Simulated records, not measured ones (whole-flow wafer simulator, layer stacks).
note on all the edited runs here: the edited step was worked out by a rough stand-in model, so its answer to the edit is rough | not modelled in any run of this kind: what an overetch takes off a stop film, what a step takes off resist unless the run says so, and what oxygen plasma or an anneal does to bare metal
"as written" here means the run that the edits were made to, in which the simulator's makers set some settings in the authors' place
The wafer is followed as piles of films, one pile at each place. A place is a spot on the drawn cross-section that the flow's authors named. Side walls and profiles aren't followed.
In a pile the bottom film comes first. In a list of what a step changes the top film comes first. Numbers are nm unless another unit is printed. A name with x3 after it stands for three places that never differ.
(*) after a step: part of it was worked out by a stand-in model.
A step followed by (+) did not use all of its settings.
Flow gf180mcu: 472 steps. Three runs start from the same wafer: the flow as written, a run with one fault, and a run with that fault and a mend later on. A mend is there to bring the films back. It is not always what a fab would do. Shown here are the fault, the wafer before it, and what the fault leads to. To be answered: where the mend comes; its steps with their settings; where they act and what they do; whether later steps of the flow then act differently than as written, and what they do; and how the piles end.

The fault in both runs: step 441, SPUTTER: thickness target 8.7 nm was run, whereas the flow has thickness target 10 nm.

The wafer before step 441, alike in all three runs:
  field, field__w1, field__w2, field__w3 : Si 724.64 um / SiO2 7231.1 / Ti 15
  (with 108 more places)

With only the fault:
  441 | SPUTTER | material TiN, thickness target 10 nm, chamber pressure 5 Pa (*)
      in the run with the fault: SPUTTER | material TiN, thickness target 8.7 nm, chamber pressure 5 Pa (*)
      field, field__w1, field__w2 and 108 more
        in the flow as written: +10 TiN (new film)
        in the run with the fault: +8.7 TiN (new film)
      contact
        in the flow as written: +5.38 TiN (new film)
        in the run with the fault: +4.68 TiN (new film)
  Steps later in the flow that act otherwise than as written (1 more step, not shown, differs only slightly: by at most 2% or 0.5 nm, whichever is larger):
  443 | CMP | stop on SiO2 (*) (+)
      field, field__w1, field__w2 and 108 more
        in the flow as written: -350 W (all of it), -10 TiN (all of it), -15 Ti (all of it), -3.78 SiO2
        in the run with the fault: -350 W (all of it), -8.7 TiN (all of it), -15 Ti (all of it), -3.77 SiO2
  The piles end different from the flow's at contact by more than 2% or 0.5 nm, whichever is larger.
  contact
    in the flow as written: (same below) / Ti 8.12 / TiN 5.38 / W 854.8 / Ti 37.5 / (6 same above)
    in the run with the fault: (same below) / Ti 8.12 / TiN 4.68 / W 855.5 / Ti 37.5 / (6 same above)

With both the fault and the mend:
  After step 441 comes the mend.
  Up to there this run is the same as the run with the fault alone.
  441a | SPUTTER | material TiN, thickness target 1.3 nm, chamber pressure 5 Pa (*) (the flow's step 441 again, with other settings)
      field, field__w1, field__w2 and 108 more
        +1.3 TiN
      contact
        +0.7 TiN
  None of the later steps of the flow acts differently than as written at any place that is followed.
  At every place that both follow, the piles at the end match the flow's.
